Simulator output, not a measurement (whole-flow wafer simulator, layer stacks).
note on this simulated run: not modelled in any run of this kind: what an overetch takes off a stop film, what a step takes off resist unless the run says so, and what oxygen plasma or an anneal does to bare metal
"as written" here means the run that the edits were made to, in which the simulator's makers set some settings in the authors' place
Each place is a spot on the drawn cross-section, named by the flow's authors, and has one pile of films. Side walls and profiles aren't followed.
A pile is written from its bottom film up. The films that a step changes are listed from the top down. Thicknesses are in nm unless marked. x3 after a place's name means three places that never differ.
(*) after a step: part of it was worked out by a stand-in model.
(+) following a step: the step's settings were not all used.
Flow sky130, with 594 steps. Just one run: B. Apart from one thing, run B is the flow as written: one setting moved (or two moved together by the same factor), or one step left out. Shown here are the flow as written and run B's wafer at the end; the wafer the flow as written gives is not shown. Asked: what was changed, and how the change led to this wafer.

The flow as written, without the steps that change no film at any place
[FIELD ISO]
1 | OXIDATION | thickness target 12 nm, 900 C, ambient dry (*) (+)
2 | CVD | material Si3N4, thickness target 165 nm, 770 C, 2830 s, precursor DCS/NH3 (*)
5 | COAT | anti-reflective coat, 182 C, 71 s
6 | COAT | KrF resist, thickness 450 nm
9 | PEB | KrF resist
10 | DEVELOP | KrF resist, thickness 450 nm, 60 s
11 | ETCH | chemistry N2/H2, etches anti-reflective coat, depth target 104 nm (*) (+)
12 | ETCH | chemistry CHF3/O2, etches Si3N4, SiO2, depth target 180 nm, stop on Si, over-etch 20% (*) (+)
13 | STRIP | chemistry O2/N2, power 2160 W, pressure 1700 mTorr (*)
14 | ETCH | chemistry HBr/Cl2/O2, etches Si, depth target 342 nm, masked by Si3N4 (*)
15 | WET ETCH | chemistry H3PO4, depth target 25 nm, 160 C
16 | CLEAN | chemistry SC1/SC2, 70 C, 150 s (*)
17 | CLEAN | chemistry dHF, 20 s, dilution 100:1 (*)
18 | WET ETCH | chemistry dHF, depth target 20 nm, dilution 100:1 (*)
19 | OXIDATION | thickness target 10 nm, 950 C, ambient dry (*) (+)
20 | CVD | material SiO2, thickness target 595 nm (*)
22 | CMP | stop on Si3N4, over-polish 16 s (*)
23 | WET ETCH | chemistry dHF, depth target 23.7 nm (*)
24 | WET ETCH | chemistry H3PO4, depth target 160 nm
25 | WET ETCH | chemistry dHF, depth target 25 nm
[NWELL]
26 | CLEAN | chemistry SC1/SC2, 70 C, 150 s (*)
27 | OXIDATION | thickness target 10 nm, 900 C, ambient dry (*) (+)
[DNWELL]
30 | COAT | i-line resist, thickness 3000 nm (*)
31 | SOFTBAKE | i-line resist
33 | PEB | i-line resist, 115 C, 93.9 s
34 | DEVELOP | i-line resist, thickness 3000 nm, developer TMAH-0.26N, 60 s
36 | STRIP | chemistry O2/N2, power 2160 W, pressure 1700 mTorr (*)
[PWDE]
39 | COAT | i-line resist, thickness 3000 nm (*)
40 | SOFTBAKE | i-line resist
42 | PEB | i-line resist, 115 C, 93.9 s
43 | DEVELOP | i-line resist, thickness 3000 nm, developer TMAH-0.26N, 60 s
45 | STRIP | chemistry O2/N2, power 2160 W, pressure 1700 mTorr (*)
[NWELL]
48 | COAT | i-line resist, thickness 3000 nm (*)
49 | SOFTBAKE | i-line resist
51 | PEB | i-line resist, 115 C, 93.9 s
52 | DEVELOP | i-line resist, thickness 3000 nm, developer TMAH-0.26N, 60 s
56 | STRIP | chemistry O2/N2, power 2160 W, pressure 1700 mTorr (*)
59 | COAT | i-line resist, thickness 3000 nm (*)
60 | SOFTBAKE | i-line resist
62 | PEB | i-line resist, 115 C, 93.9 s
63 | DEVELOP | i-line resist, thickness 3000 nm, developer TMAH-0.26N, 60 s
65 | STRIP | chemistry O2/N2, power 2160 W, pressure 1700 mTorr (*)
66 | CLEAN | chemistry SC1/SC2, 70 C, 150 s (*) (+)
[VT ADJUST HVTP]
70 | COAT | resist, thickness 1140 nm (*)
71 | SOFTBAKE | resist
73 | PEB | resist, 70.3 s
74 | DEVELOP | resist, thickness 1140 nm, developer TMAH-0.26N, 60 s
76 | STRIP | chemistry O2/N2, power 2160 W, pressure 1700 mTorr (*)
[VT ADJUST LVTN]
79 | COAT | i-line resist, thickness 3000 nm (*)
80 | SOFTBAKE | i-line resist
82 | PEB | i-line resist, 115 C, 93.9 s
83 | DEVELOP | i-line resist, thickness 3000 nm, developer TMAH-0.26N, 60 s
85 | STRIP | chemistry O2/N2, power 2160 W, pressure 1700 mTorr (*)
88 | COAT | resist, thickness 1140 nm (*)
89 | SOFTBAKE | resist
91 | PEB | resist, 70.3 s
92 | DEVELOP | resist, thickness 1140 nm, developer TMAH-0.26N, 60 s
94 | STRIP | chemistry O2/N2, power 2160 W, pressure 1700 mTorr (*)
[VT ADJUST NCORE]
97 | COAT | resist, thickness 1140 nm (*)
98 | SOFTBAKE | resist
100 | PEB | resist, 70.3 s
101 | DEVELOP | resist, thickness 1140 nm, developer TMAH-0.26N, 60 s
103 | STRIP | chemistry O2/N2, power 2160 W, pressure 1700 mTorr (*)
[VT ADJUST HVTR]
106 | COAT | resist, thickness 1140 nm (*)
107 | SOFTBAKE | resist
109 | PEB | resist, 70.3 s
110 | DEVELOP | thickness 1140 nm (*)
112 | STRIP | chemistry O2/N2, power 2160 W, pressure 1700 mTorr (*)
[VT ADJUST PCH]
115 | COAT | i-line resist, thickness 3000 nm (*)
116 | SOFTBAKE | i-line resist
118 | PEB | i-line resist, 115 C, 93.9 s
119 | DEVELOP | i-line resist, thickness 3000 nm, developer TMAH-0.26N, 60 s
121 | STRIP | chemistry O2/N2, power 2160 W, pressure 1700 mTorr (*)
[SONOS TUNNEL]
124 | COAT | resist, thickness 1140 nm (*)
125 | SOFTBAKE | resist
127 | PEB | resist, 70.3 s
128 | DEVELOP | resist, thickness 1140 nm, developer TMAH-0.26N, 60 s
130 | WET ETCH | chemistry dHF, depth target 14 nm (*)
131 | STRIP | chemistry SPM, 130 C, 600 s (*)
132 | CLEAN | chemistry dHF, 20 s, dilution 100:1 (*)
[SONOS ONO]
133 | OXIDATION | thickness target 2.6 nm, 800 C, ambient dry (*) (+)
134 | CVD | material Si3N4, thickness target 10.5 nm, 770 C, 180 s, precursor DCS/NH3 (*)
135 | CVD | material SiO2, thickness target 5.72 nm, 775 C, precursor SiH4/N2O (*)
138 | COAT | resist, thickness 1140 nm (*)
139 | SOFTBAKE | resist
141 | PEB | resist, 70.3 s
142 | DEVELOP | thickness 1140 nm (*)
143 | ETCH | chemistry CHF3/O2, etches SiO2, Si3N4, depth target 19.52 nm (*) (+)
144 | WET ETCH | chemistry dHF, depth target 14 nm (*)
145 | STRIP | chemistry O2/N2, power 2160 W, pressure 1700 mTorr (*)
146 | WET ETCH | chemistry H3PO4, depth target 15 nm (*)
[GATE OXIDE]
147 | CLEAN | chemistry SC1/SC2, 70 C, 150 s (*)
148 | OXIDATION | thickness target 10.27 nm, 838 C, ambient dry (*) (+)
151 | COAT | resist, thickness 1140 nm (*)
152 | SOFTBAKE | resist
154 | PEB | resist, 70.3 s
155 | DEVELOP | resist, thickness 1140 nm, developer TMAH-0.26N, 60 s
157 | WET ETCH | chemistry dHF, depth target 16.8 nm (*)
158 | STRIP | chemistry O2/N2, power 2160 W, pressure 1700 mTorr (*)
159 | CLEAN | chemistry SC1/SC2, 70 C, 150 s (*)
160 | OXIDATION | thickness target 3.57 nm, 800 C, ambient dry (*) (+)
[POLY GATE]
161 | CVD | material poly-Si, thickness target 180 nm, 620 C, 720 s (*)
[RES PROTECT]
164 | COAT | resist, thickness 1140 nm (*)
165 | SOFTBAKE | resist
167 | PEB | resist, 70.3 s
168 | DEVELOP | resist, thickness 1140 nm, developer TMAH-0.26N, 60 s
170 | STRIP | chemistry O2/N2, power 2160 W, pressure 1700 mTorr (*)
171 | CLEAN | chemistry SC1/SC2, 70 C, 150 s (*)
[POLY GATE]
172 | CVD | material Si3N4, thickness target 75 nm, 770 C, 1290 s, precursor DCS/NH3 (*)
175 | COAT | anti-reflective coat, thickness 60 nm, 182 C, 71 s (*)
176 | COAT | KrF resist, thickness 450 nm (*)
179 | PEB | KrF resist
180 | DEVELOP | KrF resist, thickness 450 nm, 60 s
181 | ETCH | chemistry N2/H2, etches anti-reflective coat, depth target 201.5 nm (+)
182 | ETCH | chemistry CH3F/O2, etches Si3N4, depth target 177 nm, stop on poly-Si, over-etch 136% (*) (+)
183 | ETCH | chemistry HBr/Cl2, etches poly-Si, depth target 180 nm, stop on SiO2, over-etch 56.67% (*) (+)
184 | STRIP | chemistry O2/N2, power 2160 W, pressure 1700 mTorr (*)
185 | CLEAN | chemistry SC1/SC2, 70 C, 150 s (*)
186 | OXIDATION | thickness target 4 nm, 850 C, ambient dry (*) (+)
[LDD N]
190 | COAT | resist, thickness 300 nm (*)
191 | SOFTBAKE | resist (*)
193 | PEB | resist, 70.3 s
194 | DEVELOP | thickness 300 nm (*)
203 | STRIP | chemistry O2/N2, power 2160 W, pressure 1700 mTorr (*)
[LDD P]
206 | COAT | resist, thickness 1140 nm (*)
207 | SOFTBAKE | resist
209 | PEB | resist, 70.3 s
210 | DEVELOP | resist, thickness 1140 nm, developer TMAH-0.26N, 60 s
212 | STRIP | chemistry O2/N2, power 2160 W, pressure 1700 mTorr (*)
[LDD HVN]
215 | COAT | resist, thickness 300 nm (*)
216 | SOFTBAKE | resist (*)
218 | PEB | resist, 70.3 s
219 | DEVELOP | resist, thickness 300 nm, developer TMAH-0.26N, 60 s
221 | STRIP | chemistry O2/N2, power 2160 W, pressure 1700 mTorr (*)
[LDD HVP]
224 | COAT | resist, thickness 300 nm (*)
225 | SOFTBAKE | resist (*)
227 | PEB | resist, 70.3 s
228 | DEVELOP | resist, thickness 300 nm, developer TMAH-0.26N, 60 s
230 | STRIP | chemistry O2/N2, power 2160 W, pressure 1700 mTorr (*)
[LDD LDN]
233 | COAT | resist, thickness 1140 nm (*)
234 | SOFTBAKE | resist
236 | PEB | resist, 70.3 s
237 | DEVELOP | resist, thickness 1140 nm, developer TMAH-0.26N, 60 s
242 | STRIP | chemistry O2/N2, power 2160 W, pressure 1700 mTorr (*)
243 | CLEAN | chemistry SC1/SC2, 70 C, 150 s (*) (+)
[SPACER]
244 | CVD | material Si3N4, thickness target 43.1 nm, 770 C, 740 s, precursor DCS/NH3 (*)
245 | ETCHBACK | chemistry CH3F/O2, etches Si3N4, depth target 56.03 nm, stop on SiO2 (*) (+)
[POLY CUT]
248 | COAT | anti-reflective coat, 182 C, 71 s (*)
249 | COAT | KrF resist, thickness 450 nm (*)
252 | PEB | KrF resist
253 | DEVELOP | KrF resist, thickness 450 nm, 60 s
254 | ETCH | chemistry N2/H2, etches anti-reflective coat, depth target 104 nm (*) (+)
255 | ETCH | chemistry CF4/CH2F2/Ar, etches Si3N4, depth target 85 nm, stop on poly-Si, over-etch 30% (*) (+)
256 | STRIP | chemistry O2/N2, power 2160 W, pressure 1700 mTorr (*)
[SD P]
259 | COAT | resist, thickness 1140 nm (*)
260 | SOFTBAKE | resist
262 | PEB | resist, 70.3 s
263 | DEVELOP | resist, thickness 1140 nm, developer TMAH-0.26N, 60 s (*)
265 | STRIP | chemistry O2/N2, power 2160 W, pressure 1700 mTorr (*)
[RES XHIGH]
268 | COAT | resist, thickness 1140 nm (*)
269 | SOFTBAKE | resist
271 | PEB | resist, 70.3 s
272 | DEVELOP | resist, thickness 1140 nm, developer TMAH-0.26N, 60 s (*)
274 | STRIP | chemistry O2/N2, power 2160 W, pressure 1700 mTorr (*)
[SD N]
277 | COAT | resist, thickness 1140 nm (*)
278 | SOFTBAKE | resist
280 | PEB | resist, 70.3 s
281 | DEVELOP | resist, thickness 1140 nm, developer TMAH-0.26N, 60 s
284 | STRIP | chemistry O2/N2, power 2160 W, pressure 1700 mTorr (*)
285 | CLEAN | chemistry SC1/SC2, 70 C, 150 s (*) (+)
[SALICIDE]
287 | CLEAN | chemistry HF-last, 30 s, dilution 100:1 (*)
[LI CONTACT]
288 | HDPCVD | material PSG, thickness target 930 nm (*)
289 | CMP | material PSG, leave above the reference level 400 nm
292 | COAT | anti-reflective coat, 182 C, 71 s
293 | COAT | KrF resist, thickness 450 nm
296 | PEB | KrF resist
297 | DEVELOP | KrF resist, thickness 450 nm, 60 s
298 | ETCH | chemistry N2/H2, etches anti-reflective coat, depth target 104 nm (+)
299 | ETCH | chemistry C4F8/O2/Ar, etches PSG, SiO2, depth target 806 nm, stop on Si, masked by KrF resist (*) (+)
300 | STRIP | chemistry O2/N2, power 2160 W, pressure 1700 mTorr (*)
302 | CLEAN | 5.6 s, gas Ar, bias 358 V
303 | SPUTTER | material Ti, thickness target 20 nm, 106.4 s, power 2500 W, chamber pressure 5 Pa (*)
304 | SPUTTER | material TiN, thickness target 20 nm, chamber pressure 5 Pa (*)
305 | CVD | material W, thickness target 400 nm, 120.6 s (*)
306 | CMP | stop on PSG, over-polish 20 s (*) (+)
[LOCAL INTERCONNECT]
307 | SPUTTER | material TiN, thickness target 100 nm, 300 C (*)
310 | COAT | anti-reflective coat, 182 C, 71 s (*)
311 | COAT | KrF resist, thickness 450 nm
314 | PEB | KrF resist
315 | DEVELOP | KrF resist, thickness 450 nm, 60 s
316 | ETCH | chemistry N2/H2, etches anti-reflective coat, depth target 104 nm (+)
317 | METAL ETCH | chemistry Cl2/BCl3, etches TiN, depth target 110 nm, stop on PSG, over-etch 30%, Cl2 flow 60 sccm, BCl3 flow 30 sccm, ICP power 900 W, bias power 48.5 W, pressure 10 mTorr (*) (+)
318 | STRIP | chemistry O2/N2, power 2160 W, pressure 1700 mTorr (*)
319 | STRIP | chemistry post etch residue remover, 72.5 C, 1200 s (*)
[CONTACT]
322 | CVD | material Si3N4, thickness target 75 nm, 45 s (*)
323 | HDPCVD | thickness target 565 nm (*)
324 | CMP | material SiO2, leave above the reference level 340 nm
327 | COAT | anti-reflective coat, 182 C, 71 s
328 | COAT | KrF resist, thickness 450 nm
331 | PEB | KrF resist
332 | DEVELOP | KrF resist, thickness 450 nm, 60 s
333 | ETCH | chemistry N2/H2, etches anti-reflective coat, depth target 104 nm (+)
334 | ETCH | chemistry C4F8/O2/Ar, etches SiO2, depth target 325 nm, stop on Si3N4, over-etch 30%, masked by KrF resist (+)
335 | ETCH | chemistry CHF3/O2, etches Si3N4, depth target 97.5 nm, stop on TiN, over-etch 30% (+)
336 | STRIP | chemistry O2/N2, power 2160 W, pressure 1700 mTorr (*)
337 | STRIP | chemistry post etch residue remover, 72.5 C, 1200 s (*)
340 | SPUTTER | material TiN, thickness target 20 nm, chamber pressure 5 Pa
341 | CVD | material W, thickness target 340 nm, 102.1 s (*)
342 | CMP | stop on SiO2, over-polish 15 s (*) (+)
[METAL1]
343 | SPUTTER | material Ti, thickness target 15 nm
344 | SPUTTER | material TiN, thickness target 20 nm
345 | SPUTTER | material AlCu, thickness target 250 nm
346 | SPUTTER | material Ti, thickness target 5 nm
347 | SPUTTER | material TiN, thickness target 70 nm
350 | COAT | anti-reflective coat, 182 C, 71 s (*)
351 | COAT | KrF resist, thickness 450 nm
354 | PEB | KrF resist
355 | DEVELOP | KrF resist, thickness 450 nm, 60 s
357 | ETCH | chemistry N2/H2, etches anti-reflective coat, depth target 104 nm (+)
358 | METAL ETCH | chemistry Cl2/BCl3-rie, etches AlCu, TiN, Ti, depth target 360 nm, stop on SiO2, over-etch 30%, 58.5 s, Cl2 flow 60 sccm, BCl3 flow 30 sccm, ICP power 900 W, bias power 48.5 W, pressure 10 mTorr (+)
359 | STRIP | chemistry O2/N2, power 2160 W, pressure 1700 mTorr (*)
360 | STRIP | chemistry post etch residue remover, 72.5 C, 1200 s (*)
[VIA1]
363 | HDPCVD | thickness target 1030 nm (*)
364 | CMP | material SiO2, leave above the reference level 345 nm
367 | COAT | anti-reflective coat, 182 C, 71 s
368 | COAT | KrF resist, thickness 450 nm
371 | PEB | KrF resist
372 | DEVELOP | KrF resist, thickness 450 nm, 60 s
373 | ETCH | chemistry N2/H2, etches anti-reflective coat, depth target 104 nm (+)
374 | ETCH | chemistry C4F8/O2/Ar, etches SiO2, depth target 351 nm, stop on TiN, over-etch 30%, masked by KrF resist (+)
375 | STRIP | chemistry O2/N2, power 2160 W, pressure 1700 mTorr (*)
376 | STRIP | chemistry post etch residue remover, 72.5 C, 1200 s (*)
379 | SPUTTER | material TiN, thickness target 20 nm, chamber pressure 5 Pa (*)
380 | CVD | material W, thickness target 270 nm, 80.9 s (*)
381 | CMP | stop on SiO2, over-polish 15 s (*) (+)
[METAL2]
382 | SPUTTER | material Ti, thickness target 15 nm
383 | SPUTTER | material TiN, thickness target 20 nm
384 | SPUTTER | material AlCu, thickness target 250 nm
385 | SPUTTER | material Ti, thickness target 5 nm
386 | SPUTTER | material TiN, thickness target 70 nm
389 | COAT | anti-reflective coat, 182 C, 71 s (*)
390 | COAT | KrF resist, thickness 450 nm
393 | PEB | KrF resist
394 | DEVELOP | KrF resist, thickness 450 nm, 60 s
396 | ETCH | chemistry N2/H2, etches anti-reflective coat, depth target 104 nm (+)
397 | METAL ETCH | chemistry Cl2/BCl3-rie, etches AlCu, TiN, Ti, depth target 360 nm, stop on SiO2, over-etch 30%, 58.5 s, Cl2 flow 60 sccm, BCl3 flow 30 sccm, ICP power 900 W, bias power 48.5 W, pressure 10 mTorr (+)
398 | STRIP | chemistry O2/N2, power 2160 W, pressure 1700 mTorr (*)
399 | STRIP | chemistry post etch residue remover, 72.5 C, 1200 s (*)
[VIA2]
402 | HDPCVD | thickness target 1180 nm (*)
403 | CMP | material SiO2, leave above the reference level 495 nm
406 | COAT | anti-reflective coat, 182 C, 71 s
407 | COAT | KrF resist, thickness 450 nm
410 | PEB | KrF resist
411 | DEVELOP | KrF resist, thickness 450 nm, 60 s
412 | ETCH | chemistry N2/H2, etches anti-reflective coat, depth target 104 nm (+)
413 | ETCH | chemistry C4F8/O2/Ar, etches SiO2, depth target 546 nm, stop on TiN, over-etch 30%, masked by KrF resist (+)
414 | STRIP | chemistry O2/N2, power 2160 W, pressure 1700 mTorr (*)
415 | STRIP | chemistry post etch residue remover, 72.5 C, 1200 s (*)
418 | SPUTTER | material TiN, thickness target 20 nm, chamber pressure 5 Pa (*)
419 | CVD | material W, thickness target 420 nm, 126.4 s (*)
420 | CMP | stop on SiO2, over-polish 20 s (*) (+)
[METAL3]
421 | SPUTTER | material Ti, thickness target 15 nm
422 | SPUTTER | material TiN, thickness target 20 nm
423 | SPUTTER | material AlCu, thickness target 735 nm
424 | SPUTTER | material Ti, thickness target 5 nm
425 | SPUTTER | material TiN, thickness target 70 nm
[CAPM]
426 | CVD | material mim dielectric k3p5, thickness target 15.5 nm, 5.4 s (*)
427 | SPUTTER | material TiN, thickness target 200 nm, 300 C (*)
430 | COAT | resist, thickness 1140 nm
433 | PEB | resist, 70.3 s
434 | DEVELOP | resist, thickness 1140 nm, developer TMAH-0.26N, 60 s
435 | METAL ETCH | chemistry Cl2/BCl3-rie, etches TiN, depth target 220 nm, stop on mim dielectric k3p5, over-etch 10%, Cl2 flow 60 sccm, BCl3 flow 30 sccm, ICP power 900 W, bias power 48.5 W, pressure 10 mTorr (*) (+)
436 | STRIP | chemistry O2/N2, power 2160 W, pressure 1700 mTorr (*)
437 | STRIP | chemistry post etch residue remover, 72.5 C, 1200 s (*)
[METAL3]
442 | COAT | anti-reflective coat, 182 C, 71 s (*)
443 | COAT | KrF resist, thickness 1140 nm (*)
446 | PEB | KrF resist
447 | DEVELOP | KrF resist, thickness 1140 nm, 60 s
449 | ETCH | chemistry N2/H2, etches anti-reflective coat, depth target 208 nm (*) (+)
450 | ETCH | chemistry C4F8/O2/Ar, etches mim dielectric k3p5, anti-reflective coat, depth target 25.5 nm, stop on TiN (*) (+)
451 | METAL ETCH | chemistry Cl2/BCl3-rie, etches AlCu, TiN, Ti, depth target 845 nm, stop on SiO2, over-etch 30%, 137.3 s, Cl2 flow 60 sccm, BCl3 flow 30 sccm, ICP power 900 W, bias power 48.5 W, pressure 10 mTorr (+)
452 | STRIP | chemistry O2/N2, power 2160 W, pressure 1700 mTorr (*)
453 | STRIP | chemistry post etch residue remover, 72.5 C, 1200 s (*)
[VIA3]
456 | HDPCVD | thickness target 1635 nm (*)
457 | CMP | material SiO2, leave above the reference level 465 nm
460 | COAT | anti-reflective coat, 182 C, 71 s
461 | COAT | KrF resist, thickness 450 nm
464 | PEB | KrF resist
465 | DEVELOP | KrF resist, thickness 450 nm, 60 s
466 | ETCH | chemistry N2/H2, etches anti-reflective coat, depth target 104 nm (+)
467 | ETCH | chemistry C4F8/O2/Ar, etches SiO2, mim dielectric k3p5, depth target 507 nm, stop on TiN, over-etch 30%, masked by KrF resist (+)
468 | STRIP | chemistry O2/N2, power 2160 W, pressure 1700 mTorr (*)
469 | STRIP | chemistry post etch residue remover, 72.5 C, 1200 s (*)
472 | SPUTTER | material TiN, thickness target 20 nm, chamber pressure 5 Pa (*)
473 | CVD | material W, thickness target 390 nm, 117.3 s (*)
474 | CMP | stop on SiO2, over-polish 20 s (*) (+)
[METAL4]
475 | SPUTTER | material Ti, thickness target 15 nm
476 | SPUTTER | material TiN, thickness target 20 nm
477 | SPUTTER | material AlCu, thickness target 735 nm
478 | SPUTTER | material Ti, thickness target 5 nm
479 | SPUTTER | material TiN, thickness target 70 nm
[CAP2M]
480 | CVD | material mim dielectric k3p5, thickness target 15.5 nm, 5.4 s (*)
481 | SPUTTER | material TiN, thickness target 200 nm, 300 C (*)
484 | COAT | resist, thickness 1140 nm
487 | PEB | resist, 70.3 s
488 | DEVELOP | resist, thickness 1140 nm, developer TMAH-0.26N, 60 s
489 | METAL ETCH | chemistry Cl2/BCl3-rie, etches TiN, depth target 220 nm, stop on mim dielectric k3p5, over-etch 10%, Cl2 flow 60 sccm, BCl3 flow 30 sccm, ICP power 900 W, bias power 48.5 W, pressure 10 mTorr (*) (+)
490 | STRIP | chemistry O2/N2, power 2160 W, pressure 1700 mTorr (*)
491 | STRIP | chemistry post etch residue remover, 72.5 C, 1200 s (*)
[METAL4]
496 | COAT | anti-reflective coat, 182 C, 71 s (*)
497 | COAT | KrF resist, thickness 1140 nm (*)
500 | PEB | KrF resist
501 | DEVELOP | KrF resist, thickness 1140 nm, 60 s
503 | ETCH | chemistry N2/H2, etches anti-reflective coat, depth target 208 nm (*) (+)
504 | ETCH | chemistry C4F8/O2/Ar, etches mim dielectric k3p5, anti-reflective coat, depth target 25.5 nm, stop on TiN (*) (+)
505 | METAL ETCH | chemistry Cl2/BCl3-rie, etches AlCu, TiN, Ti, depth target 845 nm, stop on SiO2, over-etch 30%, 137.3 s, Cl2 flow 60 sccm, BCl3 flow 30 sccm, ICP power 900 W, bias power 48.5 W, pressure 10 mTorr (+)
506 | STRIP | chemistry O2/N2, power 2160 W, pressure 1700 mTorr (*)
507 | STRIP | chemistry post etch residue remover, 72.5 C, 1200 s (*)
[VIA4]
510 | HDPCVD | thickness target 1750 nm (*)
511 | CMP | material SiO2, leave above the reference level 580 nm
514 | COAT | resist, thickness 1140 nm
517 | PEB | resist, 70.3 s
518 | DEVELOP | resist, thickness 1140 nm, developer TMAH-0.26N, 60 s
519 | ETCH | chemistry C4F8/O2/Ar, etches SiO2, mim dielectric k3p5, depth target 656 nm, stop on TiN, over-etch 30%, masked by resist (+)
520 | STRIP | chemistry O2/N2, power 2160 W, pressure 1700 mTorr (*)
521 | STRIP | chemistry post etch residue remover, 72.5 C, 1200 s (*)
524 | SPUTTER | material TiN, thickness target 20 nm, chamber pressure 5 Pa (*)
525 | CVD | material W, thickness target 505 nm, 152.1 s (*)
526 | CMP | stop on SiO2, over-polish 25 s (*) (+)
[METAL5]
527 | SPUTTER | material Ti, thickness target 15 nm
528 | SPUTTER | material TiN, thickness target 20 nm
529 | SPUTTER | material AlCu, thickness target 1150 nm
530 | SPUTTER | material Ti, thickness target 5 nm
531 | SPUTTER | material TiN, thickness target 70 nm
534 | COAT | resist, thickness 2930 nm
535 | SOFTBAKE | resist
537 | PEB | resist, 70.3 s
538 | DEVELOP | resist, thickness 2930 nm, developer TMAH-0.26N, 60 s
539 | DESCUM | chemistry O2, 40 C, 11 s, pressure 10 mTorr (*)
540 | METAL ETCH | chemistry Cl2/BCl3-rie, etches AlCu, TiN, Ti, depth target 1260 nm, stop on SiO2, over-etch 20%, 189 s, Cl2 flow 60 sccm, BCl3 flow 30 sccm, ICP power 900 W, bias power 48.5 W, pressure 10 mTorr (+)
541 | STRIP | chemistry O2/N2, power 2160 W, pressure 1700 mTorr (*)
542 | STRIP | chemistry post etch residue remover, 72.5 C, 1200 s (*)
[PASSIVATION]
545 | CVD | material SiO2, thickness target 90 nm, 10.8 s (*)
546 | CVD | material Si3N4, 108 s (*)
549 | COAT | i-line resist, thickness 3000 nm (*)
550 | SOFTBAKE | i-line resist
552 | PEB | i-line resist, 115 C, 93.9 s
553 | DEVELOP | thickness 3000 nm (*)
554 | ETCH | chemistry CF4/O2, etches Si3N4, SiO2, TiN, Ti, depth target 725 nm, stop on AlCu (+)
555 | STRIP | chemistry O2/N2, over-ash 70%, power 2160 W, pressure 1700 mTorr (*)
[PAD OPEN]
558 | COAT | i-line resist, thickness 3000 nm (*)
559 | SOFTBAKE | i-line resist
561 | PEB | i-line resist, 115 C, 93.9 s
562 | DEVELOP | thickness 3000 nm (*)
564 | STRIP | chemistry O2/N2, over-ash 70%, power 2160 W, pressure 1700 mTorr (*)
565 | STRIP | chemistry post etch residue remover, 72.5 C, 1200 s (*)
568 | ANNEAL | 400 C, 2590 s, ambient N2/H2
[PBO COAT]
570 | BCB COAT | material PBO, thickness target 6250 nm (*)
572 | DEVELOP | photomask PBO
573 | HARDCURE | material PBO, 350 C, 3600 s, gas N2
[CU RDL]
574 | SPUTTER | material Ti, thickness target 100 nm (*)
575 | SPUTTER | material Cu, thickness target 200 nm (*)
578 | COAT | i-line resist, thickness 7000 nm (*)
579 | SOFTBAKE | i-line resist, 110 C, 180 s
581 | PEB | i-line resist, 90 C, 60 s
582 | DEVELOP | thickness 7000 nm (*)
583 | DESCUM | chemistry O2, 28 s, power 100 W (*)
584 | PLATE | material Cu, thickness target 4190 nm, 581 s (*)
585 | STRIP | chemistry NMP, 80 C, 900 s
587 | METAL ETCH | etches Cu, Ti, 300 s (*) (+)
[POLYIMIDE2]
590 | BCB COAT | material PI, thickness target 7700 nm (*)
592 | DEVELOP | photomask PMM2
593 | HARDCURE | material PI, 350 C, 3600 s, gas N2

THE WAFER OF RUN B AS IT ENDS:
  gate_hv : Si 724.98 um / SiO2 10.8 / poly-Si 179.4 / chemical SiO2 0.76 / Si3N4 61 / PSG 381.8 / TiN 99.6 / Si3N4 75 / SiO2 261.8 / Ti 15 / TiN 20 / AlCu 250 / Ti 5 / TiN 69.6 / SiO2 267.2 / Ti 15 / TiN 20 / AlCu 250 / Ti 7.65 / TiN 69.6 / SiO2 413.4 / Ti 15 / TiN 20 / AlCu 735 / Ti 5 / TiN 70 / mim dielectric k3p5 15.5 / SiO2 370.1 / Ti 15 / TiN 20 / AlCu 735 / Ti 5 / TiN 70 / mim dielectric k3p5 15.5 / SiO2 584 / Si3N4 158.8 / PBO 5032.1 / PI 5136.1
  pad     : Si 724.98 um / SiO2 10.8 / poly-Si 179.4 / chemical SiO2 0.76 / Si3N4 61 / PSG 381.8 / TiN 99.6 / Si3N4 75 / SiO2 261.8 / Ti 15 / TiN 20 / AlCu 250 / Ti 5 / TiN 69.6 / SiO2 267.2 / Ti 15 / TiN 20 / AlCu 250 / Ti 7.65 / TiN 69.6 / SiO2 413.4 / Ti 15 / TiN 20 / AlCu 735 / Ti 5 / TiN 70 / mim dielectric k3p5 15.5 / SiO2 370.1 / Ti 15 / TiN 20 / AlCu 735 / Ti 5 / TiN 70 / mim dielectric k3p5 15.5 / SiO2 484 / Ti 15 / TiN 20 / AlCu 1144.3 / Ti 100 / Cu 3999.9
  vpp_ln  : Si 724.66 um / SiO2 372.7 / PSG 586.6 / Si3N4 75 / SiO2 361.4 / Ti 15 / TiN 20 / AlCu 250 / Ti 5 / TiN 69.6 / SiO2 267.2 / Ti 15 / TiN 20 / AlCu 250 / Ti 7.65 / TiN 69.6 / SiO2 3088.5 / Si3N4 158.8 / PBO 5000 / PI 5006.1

What caused this: step 385, SPUTTER: thickness target 7.65 nm was run, though the flow has thickness target 5 nm.
The wafer lets one read it off: gate_hv has Ti 7.65, and step 385 as written asks for 5 nm.

Step by step, how the change led to this:
  385 | SPUTTER | material Ti, thickness target 5 nm
      field, active, n_well and 188 more: Ti gains 7.65 (new film) (it would be, as written: Ti gains 5 (new film))
  397 | METAL ETCH | chemistry Cl2/BCl3-rie, etches AlCu, TiN, Ti, depth target 360 nm, stop on SiO2, over-etch 30%, 58.5 s, Cl2 flow 60 sccm, BCl3 flow 30 sccm, ICP power 900 W, bias power 48.5 W, pressure 10 mTorr (+)
      field, active, gate and 82 more: TiN loses 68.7 (all of it), Ti loses 7.65 (all of it), AlCu loses 250 (all of it), TiN loses 20 (all of it), Ti loses 15 (all of it), SiO2 loses 10.7 (it would be, as written: TiN loses 68.7 (all of it), Ti loses 5 (all of it), AlCu loses 250 (all of it), TiN loses 20 (all of it), Ti loses 15 (all of it), SiO2 loses 10.9)
